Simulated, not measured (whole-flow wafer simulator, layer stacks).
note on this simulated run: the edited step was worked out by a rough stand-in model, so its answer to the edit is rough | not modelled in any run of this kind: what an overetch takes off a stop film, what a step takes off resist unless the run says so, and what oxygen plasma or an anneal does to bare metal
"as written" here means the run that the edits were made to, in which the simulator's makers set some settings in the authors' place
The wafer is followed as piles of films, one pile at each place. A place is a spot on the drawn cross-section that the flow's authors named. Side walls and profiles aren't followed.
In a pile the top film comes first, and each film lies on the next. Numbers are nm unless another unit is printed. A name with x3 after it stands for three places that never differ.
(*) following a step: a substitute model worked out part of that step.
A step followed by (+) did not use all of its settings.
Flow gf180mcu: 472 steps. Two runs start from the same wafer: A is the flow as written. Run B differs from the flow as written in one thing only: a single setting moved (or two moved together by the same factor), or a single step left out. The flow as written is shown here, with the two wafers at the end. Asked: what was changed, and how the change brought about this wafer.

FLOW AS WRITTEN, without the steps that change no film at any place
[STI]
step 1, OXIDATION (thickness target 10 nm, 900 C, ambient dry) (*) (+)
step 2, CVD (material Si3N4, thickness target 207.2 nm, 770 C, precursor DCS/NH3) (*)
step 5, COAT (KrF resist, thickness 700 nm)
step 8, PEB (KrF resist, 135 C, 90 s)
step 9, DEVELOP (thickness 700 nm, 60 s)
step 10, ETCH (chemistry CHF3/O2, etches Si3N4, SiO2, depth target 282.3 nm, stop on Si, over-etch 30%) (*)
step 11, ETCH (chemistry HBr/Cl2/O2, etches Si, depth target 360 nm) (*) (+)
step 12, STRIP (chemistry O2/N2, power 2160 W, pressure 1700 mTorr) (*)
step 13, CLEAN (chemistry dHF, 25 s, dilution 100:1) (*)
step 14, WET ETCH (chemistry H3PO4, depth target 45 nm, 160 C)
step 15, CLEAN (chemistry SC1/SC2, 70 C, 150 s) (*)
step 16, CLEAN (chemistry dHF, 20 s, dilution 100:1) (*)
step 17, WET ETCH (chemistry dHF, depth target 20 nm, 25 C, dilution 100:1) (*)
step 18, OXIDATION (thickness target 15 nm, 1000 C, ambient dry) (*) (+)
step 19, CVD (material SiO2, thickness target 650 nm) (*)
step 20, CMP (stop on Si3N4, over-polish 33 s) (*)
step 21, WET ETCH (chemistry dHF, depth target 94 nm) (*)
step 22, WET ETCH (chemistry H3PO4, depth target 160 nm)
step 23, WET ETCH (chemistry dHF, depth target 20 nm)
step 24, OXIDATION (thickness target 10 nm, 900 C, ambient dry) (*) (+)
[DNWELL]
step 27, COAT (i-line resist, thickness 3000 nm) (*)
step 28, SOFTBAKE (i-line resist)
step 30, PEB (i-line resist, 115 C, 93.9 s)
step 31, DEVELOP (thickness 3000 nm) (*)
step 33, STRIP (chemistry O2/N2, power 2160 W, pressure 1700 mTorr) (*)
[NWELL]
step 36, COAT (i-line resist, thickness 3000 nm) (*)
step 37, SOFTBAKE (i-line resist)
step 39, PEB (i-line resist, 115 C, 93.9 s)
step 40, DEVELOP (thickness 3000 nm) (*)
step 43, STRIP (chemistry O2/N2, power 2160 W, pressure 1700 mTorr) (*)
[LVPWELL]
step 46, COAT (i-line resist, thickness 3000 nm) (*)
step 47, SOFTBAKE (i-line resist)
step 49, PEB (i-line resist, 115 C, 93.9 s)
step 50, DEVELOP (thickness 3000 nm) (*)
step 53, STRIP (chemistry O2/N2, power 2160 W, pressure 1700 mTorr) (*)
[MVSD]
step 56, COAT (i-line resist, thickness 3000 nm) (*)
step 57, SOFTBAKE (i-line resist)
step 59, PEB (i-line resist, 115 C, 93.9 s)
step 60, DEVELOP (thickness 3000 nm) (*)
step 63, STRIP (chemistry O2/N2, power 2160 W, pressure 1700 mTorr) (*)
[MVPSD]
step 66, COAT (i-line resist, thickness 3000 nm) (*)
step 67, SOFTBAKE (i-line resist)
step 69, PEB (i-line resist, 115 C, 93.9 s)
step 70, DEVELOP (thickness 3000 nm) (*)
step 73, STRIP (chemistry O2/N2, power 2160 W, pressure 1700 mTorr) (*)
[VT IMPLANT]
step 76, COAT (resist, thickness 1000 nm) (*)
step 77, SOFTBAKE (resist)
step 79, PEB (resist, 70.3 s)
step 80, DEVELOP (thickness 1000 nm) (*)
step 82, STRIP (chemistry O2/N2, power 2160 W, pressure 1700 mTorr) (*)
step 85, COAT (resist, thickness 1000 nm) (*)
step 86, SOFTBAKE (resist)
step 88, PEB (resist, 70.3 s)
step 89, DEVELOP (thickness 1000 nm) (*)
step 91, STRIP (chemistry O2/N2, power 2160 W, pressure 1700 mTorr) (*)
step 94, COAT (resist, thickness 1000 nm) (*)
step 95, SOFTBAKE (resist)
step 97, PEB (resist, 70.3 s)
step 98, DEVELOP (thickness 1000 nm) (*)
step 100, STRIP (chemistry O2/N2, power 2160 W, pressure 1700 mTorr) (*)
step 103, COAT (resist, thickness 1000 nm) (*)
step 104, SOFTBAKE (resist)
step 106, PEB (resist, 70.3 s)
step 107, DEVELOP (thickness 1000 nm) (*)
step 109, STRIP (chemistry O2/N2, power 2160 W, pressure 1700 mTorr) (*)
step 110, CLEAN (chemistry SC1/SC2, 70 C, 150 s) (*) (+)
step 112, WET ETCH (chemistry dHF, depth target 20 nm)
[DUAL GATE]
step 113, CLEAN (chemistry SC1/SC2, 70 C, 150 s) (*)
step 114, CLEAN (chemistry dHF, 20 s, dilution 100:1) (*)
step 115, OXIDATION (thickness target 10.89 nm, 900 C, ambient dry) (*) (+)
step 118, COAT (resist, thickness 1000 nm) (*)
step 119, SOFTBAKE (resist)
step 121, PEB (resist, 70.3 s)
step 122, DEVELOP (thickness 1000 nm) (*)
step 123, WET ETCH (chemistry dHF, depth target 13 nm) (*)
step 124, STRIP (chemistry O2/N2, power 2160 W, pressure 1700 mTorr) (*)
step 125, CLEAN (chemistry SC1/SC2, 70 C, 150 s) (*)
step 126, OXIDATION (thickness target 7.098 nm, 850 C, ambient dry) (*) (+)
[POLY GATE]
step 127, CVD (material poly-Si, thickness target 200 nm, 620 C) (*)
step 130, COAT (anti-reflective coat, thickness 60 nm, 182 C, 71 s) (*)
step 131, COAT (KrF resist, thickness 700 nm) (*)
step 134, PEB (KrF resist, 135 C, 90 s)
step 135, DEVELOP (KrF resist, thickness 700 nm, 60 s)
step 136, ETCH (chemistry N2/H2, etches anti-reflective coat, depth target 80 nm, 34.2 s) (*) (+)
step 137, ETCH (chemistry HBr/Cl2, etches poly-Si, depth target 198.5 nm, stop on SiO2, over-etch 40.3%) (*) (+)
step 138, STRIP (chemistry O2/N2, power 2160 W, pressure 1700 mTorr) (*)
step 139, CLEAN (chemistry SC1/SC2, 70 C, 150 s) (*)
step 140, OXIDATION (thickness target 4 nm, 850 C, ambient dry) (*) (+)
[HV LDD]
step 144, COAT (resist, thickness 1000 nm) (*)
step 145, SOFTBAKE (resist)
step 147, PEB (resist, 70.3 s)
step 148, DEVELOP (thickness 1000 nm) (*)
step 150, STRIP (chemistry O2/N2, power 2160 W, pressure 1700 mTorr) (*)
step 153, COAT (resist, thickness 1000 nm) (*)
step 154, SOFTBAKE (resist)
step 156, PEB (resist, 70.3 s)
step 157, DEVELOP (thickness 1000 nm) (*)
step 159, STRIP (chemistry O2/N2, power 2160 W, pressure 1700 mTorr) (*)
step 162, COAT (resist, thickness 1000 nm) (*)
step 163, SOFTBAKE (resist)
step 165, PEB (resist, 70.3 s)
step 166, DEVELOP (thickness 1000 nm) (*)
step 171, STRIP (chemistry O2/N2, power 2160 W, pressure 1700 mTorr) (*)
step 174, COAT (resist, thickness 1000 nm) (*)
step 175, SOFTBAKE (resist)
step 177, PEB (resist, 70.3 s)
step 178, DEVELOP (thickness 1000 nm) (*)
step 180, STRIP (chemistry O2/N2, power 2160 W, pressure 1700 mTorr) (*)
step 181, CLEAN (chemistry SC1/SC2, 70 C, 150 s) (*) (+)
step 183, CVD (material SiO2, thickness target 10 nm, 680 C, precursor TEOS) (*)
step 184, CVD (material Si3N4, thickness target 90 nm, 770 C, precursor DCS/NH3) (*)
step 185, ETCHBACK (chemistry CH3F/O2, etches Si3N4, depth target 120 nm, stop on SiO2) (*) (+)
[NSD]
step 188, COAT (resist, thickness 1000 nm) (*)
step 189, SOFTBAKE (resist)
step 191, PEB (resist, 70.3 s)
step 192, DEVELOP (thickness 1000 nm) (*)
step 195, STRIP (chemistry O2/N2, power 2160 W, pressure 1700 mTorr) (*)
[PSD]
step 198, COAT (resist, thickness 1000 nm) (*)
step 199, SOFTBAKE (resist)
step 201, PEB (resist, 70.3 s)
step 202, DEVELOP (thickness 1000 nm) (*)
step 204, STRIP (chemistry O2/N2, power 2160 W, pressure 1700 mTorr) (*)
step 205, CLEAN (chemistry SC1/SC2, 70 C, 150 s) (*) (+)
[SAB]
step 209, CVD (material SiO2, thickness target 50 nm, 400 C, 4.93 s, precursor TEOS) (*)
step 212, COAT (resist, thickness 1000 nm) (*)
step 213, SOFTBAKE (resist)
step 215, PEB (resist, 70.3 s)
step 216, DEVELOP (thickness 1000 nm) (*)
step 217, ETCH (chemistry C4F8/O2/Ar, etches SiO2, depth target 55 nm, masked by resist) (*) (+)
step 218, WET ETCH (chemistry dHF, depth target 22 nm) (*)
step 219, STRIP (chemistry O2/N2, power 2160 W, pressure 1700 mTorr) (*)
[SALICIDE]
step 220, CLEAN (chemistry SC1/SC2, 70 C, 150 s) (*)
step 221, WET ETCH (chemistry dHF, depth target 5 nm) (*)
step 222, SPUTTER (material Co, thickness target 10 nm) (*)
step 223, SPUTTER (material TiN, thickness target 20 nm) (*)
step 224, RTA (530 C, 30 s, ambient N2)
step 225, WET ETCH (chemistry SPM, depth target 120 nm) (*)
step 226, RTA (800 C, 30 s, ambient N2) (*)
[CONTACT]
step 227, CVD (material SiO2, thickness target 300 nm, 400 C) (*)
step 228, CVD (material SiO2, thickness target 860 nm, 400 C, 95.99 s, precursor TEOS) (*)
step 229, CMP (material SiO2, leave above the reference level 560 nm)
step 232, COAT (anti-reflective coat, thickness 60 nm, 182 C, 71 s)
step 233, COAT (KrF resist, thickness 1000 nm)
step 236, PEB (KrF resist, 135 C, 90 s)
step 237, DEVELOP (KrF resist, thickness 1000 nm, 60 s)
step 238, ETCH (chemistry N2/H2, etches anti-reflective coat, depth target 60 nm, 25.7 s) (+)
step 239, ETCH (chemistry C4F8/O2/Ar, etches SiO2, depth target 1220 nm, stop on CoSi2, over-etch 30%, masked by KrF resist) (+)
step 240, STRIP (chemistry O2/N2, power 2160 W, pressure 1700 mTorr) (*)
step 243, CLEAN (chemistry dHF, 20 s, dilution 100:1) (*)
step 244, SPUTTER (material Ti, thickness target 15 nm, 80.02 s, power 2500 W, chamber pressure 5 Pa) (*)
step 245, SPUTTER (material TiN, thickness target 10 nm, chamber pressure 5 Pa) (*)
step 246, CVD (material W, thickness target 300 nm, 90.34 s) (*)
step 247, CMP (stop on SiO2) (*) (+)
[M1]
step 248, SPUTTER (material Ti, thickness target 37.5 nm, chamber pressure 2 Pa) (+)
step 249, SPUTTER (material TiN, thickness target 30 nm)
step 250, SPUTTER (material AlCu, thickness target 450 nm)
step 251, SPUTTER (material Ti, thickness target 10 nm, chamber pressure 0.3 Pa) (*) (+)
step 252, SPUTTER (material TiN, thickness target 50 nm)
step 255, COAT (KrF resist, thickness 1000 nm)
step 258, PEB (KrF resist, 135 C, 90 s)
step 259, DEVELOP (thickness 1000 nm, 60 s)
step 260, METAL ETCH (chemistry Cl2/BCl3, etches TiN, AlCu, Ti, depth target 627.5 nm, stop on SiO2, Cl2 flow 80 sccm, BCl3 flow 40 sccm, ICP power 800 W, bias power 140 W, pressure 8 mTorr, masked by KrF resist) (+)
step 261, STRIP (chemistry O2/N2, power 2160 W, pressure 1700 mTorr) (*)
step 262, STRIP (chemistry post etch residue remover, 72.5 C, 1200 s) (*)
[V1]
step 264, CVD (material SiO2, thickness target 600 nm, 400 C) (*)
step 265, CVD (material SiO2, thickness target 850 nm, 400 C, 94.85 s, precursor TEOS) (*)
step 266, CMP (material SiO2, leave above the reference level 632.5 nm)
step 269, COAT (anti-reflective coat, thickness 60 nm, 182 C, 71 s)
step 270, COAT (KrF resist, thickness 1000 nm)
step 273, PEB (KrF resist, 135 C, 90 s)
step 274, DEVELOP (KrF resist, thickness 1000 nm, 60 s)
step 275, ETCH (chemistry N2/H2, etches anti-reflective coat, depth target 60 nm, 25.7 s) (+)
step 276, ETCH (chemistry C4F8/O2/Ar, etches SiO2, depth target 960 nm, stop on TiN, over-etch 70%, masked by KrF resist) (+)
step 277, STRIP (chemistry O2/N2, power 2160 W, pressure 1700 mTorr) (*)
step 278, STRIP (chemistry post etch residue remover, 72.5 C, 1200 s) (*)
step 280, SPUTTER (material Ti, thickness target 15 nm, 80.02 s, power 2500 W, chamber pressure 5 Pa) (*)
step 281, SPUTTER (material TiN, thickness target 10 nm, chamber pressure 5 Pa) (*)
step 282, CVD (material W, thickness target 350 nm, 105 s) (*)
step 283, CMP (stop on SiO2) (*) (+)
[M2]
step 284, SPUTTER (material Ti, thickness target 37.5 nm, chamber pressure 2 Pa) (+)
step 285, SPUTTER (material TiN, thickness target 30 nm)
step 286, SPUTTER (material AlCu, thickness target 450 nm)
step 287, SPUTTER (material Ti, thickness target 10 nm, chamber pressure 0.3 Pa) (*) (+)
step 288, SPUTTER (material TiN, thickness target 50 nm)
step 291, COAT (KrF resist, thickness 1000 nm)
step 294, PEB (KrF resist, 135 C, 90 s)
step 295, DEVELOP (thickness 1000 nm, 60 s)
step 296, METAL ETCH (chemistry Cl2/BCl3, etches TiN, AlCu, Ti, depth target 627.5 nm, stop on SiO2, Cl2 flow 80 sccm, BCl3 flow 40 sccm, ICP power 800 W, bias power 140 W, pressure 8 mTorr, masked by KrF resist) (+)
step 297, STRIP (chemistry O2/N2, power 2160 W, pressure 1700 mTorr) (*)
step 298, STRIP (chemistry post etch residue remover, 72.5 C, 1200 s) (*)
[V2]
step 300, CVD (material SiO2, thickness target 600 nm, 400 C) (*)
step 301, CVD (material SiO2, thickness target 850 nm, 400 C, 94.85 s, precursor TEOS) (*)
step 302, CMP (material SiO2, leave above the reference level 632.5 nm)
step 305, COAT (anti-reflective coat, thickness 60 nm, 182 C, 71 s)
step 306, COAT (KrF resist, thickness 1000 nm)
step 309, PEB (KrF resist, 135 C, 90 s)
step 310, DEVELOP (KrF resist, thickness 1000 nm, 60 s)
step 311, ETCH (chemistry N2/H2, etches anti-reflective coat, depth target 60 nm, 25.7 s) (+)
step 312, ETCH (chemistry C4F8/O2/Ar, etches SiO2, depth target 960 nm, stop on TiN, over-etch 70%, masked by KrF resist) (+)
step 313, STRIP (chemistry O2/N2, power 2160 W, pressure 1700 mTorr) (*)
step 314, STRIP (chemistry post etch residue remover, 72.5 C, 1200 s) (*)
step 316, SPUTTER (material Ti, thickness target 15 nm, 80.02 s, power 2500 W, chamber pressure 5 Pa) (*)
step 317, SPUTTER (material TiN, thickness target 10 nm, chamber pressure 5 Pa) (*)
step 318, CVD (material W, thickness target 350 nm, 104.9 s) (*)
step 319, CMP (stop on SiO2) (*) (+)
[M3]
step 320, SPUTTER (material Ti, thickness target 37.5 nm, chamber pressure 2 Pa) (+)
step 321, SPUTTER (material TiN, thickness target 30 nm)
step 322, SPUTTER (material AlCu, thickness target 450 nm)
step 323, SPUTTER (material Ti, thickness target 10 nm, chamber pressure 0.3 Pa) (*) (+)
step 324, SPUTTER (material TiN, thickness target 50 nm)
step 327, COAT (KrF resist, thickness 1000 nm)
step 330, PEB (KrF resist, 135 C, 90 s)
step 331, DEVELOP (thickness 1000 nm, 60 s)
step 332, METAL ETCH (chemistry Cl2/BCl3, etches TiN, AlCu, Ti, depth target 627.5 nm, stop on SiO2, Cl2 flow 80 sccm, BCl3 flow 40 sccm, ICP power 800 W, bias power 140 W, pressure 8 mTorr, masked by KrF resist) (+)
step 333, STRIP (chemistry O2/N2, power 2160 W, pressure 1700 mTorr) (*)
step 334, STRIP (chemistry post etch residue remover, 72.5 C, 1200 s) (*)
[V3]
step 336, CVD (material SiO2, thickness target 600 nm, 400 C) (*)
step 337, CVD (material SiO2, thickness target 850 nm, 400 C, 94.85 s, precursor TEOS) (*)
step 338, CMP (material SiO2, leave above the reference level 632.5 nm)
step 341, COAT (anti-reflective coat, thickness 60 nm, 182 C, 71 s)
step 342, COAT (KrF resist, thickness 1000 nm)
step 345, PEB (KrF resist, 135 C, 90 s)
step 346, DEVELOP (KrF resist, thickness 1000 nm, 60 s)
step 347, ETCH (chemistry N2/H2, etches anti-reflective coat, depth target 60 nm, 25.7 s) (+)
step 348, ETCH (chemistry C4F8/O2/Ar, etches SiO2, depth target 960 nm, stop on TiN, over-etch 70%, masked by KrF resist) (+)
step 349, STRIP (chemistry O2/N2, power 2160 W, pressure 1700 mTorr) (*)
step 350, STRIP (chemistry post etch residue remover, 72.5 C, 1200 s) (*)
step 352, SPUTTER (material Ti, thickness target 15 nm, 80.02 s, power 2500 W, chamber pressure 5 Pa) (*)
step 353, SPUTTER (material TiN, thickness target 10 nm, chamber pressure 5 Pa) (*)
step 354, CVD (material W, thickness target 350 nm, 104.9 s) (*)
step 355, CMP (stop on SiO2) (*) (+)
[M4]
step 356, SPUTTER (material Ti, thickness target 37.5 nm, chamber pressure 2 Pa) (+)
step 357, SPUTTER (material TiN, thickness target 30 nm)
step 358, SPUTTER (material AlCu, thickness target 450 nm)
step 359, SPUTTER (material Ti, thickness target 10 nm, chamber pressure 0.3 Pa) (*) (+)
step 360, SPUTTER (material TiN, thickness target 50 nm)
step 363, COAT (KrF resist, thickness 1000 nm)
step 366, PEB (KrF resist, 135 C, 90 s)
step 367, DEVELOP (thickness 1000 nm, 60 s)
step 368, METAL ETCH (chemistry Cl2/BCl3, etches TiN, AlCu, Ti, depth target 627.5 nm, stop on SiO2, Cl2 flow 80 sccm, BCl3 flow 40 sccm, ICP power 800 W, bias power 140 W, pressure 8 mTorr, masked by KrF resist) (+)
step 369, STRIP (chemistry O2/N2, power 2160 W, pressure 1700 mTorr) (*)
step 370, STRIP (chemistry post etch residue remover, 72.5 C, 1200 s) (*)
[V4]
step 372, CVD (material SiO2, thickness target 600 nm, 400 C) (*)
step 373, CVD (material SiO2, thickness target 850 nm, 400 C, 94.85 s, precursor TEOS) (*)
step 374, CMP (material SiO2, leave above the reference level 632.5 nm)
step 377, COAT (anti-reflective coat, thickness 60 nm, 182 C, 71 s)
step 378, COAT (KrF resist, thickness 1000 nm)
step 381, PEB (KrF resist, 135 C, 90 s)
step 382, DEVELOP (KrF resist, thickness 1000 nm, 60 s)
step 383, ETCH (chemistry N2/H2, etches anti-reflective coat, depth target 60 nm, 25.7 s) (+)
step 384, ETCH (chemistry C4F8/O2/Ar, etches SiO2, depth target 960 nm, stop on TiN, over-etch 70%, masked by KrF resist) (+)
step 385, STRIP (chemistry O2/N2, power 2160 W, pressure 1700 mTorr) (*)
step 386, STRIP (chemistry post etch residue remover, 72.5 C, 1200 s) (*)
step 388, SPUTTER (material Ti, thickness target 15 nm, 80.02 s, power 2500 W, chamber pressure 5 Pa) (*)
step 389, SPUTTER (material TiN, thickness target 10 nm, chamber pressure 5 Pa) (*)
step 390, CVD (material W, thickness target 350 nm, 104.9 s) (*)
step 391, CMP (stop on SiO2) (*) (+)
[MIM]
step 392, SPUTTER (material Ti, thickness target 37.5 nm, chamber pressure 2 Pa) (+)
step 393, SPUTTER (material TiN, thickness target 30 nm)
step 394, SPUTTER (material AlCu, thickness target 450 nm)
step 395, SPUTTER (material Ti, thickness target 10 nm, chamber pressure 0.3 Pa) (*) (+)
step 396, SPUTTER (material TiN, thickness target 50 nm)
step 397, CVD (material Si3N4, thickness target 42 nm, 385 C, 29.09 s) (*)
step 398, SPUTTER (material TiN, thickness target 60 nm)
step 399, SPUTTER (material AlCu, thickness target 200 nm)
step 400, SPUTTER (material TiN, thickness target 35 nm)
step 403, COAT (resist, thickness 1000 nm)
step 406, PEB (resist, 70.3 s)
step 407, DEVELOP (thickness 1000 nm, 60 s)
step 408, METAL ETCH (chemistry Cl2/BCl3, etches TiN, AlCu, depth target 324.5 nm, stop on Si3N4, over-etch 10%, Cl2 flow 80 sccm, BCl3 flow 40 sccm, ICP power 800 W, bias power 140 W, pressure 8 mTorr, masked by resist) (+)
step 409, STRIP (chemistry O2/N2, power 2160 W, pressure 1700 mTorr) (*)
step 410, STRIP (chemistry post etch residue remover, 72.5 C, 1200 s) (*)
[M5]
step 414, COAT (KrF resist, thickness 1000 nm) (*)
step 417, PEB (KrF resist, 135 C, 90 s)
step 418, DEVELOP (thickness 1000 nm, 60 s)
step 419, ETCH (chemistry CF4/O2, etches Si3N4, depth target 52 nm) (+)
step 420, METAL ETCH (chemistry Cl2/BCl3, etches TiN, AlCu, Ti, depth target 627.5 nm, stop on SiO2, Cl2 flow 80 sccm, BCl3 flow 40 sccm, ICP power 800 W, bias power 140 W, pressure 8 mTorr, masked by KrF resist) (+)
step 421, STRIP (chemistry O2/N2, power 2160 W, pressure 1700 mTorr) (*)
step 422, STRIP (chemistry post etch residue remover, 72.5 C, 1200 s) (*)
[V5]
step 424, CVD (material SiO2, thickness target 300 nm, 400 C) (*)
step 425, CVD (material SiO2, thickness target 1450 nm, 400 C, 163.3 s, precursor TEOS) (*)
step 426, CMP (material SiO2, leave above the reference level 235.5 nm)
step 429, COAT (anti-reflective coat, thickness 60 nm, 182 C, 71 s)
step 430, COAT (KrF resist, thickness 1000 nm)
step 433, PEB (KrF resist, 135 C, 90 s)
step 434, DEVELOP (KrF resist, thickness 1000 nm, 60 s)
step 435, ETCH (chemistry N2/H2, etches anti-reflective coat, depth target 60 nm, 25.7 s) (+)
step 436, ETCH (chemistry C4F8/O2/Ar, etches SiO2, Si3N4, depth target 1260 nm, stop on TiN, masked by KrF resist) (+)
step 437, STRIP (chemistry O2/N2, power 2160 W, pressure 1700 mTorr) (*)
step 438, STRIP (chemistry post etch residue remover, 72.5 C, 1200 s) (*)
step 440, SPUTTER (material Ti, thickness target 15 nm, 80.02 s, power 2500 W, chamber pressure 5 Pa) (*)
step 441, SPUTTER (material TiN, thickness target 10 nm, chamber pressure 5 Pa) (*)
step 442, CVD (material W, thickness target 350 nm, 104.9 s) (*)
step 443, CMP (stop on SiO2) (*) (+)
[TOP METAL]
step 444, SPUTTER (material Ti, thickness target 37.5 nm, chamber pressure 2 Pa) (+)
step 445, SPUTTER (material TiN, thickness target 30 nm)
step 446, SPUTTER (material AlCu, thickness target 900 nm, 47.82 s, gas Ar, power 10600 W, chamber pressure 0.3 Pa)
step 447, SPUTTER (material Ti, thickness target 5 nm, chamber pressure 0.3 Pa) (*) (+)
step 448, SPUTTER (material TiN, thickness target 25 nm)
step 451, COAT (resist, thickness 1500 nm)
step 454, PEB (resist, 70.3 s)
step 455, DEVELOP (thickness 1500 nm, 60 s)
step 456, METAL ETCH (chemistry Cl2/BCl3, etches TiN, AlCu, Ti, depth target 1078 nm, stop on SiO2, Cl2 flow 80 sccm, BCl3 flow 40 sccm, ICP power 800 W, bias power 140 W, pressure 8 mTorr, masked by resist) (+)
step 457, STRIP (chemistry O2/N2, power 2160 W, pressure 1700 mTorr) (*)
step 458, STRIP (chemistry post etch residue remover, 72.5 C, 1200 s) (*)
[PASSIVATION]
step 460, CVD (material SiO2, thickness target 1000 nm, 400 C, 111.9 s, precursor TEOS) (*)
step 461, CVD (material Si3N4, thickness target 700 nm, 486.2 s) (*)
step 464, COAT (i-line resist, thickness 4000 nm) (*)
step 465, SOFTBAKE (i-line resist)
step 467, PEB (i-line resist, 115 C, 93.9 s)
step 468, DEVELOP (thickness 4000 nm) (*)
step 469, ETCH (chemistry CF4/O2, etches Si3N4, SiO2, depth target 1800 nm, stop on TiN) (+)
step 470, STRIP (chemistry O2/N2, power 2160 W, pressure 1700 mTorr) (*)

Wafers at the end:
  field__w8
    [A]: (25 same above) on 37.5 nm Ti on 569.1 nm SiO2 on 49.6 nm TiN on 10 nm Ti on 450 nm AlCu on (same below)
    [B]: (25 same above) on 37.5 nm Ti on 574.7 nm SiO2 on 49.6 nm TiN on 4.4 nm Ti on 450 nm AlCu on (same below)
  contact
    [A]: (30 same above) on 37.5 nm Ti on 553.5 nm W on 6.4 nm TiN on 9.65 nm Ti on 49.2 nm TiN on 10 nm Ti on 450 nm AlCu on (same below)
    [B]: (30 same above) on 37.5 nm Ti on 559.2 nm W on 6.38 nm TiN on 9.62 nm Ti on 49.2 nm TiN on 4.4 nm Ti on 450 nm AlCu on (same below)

What caused this: step 287, SPUTTER: thickness target 4.4 nm was run, though the flow has thickness target 10 nm.
The wafer itself shows it: field__w8 has Ti 4.4, and step 287 as written asks for 10 nm.

How this came from the change, step by step:
  step 287, SPUTTER (material Ti, thickness target 10 nm, chamber pressure 0.3 Pa) (*) (+)
      field, field__w1, field__w2 and 108 more: A +10 Ti (new film) | B +4.4 Ti (new film)
  step 296, METAL ETCH (chemistry Cl2/BCl3, etches TiN, AlCu, Ti, depth target 627.5 nm, stop on SiO2, Cl2 flow 80 sccm, BCl3 flow 40 sccm, ICP power 800 W, bias power 140 W, pressure 8 mTorr, masked by KrF resist) (+)
      field, field__w1, field__w2 and 103 more: A -50 TiN (all of it), -10 Ti (all of it), -450 AlCu (all of it), -30 TiN (all of it), -37.5 Ti (all of it) | B -50 TiN (all of it), -4.4 Ti (all of it), -450 AlCu (all of it), -30 TiN (all of it), -37.5 Ti (all of it)
